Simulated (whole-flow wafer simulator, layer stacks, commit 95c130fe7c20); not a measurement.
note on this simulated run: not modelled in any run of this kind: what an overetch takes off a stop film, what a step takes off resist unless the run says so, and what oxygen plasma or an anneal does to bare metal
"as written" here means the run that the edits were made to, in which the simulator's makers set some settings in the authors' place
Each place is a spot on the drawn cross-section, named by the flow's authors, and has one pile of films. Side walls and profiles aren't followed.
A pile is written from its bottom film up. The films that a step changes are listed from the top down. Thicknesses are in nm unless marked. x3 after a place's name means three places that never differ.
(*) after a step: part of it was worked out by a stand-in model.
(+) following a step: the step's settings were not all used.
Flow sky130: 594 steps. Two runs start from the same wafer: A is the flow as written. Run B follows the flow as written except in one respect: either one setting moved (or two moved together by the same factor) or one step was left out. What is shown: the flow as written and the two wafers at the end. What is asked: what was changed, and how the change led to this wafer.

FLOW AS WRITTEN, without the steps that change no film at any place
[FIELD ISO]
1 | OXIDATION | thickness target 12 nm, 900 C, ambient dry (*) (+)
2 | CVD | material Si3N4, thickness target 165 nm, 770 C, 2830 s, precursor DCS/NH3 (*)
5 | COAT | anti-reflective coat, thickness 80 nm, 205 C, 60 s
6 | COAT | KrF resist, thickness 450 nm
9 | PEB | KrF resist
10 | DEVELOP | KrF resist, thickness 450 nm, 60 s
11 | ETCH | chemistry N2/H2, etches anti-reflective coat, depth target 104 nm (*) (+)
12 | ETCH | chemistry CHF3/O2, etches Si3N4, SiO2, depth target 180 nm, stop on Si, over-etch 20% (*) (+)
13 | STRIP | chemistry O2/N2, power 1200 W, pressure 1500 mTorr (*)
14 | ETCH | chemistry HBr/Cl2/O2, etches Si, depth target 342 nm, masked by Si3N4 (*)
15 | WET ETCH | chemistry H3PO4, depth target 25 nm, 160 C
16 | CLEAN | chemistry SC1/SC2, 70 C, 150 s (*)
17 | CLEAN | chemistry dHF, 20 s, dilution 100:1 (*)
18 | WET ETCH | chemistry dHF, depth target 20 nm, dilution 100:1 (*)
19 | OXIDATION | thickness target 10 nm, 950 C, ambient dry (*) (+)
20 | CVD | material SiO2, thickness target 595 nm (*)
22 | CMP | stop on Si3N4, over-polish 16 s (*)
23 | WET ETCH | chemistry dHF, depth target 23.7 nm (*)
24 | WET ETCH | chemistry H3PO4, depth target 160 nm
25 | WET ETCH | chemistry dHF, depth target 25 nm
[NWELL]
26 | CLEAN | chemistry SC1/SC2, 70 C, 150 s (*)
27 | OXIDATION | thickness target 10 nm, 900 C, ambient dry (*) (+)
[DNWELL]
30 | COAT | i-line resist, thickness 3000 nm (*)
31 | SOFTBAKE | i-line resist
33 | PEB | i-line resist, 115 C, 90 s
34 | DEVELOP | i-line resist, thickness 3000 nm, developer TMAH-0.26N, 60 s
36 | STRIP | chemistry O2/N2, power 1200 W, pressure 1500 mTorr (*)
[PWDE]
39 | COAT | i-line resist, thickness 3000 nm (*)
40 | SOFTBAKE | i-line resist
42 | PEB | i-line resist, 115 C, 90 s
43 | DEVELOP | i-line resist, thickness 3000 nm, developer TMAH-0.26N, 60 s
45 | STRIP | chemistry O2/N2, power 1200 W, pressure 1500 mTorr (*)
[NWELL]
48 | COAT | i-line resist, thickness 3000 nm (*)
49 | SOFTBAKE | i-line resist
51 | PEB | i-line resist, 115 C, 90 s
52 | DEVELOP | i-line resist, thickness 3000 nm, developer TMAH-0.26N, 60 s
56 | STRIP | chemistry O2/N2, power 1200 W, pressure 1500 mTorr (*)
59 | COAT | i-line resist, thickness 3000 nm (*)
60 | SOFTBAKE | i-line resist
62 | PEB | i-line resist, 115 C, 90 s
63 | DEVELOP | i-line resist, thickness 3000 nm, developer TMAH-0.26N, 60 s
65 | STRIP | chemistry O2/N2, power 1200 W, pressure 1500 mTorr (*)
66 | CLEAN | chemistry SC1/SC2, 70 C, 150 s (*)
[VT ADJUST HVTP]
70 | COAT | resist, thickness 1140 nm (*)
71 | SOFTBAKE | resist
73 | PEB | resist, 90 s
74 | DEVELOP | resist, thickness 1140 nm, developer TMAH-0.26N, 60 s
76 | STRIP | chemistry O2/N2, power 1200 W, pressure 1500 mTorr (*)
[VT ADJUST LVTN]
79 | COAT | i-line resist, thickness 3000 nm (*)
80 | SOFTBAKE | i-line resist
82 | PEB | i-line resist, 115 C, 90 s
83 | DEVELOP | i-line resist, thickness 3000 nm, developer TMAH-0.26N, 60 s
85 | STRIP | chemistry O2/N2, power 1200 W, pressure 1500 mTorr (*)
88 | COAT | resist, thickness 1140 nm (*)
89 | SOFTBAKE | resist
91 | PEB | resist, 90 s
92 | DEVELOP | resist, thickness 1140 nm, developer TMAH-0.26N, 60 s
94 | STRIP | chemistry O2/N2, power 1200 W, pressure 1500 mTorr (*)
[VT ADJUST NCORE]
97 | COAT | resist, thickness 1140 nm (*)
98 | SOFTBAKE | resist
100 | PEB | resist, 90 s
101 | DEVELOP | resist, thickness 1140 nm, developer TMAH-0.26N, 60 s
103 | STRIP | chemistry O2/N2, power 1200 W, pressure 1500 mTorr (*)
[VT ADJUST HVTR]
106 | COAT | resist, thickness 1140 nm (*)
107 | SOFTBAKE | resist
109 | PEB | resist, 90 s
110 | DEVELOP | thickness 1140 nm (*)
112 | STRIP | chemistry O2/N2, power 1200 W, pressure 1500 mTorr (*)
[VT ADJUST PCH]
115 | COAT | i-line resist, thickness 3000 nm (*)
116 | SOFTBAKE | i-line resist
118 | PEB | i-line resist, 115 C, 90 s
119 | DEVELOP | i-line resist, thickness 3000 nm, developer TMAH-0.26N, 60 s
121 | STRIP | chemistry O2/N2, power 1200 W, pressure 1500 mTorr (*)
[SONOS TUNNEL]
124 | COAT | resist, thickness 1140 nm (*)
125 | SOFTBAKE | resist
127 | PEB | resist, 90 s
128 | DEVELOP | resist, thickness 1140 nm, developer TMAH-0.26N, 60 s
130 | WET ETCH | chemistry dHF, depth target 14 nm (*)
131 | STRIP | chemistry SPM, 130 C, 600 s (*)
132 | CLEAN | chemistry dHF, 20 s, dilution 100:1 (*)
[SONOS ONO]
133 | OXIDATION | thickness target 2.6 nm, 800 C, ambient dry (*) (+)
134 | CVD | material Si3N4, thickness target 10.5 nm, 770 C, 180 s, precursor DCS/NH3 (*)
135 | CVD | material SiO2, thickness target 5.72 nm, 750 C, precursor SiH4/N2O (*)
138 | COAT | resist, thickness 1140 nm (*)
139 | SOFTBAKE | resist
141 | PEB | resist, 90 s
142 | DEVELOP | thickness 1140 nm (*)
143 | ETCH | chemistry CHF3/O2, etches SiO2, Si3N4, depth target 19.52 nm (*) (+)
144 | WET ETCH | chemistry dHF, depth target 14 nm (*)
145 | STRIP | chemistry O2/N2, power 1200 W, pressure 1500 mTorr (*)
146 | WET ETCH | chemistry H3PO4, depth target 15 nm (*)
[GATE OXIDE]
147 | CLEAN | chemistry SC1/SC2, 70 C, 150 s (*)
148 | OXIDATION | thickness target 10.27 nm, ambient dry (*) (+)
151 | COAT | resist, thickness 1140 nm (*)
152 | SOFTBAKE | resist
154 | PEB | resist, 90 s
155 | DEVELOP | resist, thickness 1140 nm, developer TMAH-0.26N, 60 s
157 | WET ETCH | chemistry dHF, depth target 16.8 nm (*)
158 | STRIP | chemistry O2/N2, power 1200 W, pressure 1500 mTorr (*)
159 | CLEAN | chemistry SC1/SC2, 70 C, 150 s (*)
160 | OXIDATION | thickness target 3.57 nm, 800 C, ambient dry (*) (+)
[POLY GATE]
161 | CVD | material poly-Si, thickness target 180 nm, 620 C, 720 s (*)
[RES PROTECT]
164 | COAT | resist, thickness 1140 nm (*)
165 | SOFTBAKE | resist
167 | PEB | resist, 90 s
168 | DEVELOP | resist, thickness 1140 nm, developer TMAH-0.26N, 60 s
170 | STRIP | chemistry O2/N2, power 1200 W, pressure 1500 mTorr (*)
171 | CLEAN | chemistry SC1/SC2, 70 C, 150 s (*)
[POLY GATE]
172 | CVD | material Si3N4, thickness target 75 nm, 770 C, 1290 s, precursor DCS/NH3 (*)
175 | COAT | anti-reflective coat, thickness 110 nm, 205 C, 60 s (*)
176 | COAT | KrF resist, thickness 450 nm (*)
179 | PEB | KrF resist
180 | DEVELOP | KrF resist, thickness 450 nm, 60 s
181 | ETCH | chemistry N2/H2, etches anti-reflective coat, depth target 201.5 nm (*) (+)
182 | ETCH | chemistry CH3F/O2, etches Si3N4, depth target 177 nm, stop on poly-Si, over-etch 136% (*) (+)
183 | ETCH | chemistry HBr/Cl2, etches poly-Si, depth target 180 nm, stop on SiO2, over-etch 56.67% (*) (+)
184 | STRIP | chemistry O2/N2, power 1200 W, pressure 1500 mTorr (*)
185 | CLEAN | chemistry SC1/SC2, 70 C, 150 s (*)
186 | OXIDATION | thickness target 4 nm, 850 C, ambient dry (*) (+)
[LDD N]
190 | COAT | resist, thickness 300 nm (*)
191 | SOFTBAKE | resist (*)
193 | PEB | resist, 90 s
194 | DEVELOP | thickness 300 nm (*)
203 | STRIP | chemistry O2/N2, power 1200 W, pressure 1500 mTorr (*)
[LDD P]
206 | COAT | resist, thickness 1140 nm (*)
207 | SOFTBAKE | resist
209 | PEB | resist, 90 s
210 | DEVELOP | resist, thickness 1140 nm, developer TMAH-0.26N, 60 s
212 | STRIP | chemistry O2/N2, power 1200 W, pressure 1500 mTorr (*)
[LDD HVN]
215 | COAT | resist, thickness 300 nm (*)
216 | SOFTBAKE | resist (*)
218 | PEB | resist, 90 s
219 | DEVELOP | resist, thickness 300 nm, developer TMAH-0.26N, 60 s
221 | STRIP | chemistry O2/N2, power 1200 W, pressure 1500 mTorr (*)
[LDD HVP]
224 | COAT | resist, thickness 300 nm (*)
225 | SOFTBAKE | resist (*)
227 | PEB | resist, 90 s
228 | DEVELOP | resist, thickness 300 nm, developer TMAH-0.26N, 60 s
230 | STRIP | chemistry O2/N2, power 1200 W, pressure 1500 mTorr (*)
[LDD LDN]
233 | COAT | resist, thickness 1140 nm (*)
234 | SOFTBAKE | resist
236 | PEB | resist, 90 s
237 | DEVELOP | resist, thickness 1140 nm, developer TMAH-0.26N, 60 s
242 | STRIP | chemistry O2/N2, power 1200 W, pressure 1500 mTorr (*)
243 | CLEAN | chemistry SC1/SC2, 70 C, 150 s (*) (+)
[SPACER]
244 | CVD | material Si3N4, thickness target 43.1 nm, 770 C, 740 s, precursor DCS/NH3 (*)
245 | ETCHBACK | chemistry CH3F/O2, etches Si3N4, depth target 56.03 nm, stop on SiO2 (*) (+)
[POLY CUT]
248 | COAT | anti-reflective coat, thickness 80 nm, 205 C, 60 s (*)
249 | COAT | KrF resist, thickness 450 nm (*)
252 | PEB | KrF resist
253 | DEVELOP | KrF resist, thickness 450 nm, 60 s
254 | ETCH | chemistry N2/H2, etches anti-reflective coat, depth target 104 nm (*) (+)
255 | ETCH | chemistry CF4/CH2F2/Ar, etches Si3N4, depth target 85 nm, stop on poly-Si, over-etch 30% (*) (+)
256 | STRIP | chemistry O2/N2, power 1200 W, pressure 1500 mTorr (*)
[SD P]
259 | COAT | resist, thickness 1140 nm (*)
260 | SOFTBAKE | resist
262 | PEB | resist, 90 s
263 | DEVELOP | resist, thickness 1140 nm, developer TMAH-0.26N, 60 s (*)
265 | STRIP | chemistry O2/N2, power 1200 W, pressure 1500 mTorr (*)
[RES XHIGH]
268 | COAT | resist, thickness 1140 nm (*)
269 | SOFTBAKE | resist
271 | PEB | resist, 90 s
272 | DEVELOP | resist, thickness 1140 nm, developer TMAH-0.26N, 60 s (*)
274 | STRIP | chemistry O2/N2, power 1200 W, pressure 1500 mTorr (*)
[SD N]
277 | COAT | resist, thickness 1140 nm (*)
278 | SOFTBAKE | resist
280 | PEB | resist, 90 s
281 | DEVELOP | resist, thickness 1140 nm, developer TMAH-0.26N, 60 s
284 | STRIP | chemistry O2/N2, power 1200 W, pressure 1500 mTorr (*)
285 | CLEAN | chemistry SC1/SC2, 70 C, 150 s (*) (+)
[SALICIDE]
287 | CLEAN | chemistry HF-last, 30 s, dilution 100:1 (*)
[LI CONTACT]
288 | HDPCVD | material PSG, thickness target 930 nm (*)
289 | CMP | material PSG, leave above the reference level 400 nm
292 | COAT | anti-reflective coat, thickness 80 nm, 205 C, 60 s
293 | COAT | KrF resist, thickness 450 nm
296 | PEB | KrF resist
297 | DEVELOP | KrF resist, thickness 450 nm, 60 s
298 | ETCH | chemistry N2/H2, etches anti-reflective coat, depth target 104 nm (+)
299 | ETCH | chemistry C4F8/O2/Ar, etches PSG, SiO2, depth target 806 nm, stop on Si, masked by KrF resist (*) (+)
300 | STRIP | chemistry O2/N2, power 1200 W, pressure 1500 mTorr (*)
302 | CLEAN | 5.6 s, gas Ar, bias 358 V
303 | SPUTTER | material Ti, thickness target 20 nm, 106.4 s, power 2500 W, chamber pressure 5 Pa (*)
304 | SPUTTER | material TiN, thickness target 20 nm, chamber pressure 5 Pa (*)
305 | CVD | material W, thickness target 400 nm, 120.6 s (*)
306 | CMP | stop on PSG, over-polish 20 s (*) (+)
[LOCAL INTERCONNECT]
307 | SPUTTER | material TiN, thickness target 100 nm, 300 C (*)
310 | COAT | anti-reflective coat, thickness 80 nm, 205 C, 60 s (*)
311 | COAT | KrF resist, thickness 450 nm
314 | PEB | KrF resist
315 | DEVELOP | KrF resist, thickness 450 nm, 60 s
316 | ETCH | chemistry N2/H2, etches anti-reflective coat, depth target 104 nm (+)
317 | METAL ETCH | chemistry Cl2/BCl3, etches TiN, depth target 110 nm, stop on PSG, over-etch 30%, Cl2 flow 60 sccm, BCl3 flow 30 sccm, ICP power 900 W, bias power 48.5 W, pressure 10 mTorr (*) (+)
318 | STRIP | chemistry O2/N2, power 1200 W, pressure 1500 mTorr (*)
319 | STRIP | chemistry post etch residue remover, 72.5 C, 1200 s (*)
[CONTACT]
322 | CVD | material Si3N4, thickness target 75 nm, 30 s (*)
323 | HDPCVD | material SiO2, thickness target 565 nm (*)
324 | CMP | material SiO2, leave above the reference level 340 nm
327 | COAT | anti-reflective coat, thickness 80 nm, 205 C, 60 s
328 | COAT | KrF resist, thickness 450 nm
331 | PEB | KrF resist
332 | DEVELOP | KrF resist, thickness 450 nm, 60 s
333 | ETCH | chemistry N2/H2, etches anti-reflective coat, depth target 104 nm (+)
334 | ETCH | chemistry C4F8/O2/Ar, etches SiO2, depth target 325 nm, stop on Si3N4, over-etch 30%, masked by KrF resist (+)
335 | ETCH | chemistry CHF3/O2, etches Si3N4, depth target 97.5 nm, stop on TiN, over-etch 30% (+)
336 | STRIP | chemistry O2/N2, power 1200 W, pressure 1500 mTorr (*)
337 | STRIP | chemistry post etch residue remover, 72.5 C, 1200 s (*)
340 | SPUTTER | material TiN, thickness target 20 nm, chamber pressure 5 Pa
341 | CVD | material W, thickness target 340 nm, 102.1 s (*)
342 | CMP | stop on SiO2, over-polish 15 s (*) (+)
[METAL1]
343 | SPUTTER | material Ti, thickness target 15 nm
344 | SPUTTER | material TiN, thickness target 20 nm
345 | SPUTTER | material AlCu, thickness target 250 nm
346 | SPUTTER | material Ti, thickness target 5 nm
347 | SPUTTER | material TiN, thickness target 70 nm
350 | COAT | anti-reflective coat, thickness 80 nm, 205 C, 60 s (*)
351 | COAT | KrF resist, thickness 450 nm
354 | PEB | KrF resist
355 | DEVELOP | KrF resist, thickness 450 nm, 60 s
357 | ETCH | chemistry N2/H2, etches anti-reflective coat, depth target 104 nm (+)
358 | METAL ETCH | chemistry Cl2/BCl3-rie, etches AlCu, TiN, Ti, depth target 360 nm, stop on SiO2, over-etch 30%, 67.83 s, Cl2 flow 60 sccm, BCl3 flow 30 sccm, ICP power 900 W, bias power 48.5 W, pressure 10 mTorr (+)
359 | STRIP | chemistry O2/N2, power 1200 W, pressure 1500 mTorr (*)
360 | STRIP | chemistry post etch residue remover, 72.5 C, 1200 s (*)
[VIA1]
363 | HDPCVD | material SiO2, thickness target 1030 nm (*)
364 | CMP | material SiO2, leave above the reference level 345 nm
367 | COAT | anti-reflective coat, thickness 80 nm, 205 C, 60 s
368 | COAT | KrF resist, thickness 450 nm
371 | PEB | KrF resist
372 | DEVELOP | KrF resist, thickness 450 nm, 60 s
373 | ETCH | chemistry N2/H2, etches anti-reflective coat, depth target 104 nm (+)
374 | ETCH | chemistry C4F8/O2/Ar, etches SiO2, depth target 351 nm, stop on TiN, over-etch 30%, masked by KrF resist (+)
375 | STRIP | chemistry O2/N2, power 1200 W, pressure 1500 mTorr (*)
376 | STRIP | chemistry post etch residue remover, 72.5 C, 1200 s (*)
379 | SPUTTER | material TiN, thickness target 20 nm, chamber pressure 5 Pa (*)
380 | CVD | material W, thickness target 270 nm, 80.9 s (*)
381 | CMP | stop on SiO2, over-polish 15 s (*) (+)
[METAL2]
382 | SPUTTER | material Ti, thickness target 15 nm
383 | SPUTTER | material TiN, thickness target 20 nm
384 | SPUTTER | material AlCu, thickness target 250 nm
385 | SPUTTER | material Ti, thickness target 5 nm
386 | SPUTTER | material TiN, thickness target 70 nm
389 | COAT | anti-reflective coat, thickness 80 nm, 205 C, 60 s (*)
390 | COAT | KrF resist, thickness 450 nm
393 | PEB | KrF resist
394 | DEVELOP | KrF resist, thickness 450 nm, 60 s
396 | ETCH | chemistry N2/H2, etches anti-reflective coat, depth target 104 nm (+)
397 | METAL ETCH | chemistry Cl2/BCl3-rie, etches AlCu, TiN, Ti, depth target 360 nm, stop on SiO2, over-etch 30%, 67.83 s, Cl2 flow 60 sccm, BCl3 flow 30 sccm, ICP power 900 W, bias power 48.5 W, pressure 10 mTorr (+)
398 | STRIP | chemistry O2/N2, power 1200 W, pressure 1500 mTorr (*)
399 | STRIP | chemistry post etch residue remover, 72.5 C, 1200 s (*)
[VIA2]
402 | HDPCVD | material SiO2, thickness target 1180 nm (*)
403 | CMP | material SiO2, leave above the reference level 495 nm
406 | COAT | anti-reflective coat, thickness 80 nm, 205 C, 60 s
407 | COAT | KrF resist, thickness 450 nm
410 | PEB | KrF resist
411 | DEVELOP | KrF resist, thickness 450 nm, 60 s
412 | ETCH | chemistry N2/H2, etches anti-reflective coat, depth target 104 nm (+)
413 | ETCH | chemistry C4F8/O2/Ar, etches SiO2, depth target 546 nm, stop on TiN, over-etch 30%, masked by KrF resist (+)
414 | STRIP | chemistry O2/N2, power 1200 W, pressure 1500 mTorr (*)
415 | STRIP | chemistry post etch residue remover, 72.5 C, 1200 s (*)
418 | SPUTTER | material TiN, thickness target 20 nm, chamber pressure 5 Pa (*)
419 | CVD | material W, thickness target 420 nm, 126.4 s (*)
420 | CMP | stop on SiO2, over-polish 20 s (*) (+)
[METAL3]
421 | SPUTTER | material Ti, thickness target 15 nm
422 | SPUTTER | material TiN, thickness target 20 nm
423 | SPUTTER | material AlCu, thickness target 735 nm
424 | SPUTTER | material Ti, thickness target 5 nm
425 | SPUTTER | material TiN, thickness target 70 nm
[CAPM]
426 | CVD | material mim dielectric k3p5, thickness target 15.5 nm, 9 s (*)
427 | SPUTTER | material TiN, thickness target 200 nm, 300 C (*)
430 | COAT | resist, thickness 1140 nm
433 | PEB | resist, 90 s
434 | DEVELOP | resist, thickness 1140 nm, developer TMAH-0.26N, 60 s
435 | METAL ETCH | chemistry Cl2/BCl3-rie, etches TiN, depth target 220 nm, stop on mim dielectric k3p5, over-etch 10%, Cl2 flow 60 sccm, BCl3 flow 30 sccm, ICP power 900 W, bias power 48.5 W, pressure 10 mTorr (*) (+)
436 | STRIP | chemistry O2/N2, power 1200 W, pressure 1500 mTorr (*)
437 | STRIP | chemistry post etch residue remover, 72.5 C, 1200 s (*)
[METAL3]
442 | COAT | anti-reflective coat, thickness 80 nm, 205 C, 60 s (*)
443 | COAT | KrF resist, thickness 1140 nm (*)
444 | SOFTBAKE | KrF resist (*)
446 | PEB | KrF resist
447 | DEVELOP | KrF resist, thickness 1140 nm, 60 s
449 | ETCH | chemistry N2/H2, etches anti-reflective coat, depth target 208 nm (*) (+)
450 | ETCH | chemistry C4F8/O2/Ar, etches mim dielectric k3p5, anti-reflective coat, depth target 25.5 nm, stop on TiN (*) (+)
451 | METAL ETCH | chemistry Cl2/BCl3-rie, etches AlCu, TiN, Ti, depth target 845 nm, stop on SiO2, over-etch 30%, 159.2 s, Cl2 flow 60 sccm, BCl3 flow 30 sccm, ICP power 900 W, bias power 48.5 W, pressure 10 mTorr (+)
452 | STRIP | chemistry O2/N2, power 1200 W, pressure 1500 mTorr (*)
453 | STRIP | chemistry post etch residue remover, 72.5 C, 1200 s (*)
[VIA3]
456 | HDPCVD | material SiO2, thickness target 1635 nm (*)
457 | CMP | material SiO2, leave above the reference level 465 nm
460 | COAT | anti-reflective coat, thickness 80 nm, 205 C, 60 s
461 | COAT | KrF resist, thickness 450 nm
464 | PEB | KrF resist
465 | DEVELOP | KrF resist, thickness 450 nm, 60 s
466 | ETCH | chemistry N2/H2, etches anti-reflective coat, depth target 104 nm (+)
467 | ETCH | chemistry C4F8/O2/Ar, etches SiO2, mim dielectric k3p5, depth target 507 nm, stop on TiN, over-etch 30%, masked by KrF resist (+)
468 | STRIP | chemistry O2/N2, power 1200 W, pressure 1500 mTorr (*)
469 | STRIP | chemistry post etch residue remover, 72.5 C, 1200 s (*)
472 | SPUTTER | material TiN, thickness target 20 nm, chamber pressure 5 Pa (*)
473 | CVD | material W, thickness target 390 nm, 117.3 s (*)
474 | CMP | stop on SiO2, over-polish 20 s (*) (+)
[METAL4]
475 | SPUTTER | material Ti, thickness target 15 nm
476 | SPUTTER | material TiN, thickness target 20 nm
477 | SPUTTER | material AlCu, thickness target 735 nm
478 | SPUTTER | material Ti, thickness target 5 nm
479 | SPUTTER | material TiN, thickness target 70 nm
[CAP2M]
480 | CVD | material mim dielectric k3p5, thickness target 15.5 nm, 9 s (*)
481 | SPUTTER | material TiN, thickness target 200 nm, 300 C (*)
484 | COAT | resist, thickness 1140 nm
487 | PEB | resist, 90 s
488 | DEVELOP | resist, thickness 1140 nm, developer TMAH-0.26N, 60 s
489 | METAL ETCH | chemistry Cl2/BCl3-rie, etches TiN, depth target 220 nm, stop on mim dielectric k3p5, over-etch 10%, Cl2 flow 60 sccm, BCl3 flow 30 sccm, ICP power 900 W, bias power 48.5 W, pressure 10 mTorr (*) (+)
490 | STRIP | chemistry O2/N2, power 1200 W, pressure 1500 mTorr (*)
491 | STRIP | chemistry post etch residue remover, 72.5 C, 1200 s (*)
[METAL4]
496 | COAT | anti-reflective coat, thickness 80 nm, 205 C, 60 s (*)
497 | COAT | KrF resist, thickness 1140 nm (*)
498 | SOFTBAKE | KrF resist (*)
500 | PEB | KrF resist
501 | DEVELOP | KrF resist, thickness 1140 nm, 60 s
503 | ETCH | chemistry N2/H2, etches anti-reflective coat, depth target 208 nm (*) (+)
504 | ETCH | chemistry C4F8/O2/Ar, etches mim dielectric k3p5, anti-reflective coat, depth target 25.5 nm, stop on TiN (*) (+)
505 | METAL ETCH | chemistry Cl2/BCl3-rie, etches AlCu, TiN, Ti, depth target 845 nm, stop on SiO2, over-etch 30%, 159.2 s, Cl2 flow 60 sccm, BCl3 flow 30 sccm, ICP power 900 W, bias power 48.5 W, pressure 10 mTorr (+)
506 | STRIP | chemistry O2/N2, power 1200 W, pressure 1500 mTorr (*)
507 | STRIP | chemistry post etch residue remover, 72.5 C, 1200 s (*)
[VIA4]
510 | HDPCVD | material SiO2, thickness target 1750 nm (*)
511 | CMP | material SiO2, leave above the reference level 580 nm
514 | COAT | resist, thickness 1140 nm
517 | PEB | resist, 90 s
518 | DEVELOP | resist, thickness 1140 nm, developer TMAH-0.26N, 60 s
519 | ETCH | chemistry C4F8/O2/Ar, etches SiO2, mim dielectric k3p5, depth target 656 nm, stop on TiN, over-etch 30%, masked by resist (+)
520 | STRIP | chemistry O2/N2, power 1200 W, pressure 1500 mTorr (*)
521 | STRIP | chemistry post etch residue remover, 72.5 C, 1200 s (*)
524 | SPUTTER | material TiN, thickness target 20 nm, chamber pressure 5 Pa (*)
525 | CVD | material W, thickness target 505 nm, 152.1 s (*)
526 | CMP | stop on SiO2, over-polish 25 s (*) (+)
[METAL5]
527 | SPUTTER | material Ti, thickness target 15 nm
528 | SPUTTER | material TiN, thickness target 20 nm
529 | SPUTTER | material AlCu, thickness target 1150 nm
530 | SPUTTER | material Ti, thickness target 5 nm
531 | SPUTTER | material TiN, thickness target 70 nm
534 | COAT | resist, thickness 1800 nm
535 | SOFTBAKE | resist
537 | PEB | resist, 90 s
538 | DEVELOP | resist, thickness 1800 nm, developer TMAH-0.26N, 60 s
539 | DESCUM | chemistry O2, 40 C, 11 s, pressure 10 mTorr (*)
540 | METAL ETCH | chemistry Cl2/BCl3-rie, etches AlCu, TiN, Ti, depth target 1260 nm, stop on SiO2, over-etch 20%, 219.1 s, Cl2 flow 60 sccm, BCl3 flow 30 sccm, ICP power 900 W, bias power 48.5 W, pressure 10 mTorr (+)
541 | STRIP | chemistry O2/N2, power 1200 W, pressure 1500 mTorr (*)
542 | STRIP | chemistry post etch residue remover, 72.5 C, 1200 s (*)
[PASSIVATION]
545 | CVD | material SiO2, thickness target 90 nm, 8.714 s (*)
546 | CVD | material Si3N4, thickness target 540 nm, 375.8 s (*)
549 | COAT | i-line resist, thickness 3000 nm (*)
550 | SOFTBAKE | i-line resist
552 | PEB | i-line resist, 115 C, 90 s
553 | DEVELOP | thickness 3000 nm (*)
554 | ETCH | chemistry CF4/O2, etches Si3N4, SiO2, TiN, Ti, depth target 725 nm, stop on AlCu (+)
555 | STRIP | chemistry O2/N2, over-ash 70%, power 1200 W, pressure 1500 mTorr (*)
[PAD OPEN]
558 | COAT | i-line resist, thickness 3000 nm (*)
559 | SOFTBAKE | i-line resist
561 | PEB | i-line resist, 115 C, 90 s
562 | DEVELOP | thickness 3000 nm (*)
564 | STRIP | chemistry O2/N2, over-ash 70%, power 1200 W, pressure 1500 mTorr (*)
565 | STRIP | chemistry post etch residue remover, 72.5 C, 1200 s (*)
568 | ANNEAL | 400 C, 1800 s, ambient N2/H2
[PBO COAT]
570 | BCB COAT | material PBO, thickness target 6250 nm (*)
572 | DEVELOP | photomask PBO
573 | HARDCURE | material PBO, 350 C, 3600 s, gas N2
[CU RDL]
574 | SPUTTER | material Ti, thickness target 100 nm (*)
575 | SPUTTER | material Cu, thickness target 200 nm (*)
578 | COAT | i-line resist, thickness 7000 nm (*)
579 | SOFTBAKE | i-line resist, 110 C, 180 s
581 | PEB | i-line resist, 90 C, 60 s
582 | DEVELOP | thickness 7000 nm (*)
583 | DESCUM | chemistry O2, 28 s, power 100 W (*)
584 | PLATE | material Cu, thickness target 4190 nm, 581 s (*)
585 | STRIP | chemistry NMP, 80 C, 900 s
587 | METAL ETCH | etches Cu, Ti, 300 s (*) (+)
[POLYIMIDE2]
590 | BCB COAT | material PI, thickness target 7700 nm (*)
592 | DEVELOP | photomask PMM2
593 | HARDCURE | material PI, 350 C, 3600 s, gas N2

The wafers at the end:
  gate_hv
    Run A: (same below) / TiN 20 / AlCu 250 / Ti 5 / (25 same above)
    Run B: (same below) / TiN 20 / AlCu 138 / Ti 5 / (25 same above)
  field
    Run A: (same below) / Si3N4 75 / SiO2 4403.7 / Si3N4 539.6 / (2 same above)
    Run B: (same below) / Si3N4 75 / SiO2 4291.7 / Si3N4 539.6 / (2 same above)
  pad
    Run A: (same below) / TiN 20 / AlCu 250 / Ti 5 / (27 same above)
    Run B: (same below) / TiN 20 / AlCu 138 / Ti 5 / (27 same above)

Cause: step 345, SPUTTER: thickness target 138 nm was run, whereas the flow has thickness target 250 nm.
One can read it off the wafer: gate_hv has AlCu 138, and step 345 as written asks for 250 nm.

The path from the change to this, step by step:
  345 | SPUTTER | material AlCu, thickness target 250 nm
      field, active, n_well and 188 more: A +250 AlCu (new film) | B +138 AlCu (new film)
  358 | METAL ETCH | chemistry Cl2/BCl3-rie, etches AlCu, TiN, Ti, depth target 360 nm, stop on SiO2, over-etch 30%, 67.83 s, Cl2 flow 60 sccm, BCl3 flow 30 sccm, ICP power 900 W, bias power 48.5 W, pressure 10 mTorr (+)
      field, active, gate and 81 more: A -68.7 TiN (all of it), -5 Ti (all of it), -250 AlCu (all of it), -20 TiN (all of it), -15 Ti (all of it), -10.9 SiO2 | B -68.7 TiN (all of it), -5 Ti (all of it), -138 AlCu (all of it), -20 TiN (all of it), -15 Ti (all of it), -22.1 SiO2
  364 | CMP | material SiO2, leave above the reference level 345 nm
      field, active, gate and 81 more: A -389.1 SiO2 | B -489.9 SiO2
